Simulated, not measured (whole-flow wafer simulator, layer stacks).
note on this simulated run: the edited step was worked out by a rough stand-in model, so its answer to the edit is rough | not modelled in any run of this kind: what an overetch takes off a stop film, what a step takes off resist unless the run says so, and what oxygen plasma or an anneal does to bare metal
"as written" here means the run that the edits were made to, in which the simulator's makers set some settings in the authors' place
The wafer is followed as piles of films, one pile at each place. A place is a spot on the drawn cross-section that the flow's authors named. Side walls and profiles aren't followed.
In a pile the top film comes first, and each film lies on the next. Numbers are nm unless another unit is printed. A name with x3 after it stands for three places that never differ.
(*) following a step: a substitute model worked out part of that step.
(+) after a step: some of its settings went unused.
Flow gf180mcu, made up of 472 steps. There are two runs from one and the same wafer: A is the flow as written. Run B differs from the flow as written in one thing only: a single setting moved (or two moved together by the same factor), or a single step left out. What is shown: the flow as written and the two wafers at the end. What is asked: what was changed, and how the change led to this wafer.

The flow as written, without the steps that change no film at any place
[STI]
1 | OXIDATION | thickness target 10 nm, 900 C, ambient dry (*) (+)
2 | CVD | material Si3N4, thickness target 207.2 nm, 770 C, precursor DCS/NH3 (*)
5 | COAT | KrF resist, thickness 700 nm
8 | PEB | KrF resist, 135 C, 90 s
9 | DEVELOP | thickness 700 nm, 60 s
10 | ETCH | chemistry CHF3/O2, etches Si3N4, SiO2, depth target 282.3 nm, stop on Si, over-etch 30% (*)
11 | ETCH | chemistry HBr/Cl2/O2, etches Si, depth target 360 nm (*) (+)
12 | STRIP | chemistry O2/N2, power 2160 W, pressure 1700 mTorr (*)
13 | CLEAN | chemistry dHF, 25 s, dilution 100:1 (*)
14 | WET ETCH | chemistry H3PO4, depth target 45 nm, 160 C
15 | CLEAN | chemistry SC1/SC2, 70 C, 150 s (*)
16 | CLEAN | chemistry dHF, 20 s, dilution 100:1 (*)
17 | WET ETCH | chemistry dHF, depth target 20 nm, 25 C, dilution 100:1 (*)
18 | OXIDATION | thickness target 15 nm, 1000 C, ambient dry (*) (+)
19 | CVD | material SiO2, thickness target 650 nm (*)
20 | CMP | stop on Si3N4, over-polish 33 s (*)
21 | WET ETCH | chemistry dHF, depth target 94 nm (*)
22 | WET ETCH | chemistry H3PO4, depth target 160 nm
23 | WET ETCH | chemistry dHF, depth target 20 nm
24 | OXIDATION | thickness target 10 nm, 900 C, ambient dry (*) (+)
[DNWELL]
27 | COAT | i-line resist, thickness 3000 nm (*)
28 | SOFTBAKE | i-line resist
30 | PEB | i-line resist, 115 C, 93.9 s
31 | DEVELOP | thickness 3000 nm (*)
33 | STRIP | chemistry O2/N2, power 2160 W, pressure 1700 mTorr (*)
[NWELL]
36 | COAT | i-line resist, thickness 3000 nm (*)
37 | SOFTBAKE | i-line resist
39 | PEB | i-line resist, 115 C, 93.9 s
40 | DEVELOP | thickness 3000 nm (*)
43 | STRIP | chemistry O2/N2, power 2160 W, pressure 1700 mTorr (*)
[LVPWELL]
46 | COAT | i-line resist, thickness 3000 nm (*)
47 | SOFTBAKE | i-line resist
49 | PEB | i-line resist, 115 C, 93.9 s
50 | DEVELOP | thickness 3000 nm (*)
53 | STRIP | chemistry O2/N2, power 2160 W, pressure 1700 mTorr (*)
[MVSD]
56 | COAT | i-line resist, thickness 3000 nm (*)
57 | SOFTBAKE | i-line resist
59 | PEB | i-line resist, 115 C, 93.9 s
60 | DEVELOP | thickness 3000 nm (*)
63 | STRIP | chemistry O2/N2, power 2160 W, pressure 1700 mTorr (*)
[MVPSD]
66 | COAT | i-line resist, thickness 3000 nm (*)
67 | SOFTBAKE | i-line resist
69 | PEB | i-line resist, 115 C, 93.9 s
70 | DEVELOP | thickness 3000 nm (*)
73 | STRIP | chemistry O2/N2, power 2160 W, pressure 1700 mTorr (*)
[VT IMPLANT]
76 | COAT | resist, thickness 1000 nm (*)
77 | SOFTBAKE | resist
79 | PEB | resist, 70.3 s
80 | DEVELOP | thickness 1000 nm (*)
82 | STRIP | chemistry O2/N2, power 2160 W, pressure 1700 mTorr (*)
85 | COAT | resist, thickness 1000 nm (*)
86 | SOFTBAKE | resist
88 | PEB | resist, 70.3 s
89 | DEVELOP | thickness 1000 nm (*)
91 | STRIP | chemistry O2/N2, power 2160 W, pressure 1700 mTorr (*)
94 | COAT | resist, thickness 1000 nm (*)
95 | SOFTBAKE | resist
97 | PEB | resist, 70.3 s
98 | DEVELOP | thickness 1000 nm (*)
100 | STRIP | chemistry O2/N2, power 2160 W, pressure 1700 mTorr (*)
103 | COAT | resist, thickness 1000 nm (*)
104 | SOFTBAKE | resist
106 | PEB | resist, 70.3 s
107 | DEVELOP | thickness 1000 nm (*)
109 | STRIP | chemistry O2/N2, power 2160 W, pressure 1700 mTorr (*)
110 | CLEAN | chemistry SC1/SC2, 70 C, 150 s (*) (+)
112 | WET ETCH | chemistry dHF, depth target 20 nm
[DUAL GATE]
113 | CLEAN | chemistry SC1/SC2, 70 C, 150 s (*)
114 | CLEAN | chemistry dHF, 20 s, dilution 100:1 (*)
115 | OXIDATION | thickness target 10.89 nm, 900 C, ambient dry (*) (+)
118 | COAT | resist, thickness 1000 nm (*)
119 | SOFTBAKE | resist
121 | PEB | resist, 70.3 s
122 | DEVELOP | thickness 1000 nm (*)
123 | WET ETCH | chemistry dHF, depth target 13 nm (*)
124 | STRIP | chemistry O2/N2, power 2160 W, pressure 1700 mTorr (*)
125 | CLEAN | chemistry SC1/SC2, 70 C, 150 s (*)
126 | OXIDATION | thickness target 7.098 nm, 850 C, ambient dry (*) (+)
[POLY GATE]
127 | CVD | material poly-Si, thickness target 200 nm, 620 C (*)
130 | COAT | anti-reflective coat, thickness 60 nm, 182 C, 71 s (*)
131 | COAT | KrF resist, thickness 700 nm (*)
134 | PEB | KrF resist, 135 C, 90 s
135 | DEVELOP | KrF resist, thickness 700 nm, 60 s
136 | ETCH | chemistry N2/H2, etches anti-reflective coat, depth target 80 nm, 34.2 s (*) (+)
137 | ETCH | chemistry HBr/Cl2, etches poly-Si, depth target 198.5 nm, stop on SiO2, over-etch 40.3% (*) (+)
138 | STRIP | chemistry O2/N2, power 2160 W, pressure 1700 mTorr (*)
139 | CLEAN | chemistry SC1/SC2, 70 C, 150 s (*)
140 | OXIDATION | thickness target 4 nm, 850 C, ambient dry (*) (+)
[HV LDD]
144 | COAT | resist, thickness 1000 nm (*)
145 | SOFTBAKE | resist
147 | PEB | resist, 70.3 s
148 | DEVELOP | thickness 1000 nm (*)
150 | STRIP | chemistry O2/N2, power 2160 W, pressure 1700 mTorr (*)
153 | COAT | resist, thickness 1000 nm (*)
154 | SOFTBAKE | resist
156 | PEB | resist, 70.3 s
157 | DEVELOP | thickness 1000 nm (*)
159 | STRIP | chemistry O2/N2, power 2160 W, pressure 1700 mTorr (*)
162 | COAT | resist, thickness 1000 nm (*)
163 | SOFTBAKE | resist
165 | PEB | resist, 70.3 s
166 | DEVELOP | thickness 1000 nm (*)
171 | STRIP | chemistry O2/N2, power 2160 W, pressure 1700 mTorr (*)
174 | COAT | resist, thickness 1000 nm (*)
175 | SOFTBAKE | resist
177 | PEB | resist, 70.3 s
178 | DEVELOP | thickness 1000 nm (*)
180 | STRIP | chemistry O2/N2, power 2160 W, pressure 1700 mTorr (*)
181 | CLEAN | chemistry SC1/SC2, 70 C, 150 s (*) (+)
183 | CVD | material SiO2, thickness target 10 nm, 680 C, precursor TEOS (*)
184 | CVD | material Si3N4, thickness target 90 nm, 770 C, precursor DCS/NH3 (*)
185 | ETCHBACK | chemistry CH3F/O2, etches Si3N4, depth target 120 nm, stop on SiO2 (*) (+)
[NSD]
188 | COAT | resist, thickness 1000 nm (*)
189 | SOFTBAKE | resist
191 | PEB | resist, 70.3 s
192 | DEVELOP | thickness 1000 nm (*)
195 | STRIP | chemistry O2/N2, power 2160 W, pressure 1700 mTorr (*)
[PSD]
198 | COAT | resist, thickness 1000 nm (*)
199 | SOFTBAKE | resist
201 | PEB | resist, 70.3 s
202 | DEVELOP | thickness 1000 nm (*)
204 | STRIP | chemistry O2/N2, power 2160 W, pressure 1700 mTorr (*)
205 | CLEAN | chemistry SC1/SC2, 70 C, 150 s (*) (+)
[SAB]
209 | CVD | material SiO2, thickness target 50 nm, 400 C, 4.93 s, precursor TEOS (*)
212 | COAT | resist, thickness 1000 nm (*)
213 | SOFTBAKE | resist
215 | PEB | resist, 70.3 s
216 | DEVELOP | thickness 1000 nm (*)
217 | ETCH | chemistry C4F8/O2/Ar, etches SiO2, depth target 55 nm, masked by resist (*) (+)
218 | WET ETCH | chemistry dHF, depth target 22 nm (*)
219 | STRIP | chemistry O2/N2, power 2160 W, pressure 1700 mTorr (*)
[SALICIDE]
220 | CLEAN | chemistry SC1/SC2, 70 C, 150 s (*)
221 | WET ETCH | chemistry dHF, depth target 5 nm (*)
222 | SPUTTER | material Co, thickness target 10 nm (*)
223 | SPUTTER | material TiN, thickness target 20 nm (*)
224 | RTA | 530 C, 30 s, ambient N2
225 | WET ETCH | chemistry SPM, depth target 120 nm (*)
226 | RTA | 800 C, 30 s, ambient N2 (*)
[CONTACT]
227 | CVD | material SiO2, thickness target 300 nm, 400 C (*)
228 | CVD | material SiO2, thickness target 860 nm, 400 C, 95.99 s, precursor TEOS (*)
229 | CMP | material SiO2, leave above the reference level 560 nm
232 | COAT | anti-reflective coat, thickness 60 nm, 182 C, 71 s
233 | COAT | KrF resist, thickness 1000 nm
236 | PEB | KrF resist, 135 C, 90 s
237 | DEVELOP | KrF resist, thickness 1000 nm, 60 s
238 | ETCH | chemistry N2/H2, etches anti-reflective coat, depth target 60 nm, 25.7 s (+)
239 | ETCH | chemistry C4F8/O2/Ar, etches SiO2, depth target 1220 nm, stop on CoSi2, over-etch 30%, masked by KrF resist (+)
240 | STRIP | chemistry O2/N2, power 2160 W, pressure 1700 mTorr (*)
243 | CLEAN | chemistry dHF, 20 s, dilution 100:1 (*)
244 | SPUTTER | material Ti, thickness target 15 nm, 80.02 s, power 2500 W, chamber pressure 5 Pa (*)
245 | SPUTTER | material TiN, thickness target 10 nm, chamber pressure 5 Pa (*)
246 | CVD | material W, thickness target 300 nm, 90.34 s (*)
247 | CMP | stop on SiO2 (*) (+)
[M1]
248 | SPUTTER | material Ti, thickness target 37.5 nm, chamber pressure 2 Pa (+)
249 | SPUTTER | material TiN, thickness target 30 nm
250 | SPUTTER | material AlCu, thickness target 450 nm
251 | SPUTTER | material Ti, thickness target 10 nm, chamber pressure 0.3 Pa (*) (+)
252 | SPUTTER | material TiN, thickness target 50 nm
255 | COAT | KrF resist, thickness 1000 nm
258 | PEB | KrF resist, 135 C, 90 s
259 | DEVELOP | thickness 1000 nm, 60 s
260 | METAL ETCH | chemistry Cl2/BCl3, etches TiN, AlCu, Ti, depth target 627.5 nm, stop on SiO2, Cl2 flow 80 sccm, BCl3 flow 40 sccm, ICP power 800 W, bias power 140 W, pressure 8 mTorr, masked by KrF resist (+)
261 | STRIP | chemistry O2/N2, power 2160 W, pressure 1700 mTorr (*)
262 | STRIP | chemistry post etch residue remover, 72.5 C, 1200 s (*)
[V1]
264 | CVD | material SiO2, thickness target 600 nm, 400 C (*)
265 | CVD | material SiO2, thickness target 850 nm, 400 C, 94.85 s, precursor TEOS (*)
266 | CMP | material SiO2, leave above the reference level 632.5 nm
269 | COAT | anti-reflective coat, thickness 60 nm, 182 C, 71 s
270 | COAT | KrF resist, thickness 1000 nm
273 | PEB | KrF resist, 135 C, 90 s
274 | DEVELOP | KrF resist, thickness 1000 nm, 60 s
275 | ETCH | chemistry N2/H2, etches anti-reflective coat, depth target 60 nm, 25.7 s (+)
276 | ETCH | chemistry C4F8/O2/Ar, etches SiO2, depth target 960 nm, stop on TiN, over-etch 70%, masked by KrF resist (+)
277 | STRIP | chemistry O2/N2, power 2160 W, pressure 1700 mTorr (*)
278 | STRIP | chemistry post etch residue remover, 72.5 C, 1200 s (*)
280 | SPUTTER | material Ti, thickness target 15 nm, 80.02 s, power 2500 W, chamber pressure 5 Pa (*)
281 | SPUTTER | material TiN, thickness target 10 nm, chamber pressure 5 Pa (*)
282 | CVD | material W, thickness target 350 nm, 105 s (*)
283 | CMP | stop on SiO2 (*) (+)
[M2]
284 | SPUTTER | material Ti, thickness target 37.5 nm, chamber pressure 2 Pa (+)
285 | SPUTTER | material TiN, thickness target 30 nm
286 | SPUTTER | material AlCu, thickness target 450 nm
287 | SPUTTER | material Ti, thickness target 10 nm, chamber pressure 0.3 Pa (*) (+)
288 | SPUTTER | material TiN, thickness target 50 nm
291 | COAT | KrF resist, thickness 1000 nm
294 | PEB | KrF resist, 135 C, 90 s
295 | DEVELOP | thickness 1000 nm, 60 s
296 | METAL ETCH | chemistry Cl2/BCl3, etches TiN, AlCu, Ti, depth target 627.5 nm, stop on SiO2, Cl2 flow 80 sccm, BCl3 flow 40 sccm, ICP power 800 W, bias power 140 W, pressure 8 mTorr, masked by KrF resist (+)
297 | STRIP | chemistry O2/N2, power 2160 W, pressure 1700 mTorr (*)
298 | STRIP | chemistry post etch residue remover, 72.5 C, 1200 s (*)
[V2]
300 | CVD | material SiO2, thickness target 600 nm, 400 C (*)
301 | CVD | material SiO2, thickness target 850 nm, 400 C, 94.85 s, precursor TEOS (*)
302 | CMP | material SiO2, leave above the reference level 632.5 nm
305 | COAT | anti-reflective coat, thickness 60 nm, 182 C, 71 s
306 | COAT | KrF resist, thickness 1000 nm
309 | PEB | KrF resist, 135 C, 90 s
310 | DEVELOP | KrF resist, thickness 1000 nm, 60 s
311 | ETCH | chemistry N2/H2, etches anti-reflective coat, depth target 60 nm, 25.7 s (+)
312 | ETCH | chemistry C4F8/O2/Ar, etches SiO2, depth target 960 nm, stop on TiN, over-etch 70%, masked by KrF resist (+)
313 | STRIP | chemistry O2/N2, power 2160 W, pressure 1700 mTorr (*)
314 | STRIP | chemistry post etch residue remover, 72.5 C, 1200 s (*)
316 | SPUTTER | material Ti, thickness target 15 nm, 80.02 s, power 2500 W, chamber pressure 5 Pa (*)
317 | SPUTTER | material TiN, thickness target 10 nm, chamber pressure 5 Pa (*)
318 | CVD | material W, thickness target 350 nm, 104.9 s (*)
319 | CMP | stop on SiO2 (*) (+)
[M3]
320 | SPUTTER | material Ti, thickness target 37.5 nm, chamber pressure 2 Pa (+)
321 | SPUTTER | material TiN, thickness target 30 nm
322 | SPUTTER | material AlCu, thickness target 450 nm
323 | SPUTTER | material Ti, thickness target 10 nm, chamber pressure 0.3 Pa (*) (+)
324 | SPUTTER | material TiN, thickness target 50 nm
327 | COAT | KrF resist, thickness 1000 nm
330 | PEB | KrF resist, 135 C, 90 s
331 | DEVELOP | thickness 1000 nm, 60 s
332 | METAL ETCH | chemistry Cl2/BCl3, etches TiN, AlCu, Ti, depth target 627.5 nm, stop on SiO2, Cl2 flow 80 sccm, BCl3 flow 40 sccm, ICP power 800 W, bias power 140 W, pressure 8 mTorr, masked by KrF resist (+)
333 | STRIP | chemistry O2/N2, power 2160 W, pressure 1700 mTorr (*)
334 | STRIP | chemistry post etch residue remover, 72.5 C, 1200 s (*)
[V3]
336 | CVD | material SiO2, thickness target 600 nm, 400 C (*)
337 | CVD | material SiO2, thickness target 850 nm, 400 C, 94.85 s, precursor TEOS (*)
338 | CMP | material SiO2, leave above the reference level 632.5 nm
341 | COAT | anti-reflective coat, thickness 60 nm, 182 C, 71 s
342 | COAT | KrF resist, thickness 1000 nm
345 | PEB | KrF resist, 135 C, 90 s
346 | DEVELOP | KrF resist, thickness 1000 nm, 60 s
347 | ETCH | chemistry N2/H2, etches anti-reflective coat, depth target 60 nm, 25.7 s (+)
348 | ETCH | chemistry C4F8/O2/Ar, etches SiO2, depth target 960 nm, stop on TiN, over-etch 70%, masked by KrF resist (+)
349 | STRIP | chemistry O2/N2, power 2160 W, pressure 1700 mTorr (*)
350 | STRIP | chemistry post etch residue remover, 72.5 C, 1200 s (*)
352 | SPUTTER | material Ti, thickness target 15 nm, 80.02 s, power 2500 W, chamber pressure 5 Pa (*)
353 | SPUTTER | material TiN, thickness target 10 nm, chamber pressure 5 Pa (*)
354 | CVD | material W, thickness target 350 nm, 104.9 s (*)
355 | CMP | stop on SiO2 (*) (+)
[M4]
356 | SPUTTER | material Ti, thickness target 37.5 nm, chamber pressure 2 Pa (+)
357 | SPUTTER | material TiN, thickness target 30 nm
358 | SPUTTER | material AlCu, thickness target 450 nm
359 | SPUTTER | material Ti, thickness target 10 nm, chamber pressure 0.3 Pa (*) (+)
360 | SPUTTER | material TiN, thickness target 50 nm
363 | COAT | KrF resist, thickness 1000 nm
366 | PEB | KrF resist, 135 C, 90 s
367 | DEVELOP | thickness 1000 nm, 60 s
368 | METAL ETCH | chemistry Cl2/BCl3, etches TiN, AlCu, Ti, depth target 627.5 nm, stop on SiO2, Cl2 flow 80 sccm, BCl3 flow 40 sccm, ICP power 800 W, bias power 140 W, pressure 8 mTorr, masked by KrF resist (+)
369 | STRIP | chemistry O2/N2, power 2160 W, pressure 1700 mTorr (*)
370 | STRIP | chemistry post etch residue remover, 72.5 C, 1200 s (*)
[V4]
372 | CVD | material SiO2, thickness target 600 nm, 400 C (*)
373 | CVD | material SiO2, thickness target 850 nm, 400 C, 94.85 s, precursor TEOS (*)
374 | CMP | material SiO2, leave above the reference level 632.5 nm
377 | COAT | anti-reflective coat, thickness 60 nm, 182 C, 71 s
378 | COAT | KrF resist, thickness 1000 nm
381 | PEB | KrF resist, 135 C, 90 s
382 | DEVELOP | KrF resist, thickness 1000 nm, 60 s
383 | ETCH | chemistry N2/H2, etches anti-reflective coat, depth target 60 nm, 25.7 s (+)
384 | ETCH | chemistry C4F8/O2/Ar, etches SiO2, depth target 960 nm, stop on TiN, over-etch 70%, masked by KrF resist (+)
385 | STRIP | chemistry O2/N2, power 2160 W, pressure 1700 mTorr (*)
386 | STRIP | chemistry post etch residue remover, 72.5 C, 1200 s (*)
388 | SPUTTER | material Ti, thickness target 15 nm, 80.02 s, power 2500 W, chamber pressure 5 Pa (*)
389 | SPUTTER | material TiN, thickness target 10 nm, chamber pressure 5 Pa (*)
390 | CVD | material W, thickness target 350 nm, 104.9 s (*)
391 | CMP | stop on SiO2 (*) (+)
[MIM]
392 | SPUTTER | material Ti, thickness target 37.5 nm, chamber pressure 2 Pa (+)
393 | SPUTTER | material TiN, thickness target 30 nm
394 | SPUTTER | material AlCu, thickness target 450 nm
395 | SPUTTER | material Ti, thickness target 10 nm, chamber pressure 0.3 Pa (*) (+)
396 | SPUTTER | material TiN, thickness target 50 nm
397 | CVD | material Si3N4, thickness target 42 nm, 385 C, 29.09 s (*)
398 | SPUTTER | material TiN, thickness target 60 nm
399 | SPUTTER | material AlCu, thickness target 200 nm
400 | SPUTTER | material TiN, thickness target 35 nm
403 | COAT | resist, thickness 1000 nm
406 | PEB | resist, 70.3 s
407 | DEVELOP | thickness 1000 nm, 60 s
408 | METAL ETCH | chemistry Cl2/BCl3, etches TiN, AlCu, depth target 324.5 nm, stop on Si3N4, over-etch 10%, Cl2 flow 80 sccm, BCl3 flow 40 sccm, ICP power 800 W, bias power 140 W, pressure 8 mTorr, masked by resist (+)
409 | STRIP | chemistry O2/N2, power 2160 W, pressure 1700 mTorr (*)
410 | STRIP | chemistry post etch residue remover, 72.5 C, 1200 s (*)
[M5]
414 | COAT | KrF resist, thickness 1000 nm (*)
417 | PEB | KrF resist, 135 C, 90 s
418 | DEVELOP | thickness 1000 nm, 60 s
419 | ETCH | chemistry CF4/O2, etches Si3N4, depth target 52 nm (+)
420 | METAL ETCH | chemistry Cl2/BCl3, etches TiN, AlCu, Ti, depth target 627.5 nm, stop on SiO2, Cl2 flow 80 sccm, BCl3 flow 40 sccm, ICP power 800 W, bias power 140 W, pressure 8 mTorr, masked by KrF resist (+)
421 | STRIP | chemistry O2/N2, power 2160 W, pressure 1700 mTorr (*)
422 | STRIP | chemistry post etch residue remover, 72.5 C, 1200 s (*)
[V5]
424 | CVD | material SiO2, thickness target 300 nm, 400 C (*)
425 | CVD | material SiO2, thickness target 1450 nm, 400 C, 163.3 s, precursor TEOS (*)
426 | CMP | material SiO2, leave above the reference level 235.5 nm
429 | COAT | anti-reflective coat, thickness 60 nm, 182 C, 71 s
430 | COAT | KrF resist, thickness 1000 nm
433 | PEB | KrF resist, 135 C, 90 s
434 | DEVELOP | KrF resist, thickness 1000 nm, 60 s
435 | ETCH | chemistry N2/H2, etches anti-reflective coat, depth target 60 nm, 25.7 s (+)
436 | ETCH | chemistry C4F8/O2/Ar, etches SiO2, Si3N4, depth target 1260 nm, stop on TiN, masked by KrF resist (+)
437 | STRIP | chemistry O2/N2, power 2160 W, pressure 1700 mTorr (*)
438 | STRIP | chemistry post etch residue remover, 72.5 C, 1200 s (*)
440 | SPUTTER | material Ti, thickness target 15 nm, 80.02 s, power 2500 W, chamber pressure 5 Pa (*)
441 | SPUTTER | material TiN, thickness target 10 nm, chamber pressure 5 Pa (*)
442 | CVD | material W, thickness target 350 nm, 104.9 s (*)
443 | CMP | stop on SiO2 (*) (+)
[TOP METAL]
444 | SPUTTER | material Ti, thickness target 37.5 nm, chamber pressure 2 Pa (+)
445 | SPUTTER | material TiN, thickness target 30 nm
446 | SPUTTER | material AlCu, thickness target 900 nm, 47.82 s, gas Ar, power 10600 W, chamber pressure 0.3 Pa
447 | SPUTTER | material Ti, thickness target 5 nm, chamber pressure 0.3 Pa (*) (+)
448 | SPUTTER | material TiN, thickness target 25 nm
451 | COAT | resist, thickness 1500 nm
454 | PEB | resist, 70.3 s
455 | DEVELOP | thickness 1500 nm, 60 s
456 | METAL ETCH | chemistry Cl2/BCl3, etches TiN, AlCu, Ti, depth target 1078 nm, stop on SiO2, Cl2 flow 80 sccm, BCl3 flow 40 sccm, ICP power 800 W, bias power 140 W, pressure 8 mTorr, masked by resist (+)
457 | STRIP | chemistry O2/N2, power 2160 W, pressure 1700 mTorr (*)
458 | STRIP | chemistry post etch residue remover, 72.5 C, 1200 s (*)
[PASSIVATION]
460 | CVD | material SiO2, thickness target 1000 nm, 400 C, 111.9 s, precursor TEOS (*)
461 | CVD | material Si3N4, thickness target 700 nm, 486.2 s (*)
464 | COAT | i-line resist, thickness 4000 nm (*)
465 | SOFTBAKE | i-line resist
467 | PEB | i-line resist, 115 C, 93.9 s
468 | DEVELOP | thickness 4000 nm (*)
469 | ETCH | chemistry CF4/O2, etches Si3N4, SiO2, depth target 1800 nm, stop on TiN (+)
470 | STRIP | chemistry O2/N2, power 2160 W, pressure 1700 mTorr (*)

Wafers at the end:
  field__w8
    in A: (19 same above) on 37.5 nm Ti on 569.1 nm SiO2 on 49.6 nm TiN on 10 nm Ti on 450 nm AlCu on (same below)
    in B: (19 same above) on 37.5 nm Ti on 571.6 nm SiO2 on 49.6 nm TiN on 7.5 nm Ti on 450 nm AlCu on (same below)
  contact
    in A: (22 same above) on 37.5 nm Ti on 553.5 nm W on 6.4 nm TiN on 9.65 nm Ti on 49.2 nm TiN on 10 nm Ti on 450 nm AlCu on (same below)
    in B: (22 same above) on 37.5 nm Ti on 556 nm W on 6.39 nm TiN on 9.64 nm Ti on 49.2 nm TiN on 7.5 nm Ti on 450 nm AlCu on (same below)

The reason: step 323, SPUTTER: thickness target 7.5 nm was run, though the flow has thickness target 10 nm.
One can read it off the wafer: field__w8 has Ti 7.5, and step 323 as written asks for 10 nm.

The path from the change to this, step by step:
  323 | SPUTTER | material Ti, thickness target 10 nm, chamber pressure 0.3 Pa (*) (+)
      field, field__w1, field__w2 and 108 more: A +10 Ti (new film) | B +7.5 Ti (new film)
  332 | METAL ETCH | chemistry Cl2/BCl3, etches TiN, AlCu, Ti, depth target 627.5 nm, stop on SiO2, Cl2 flow 80 sccm, BCl3 flow 40 sccm, ICP power 800 W, bias power 140 W, pressure 8 mTorr, masked by KrF resist (+)
      field, field__w1, field__w2 and 103 more: A -50 TiN (all of it), -10 Ti (all of it), -450 AlCu (all of it), -30 TiN (all of it), -37.5 Ti (all of it) | B -50 TiN (all of it), -7.5 Ti (all of it), -450 AlCu (all of it), -30 TiN (all of it), -37.5 Ti (all of it)
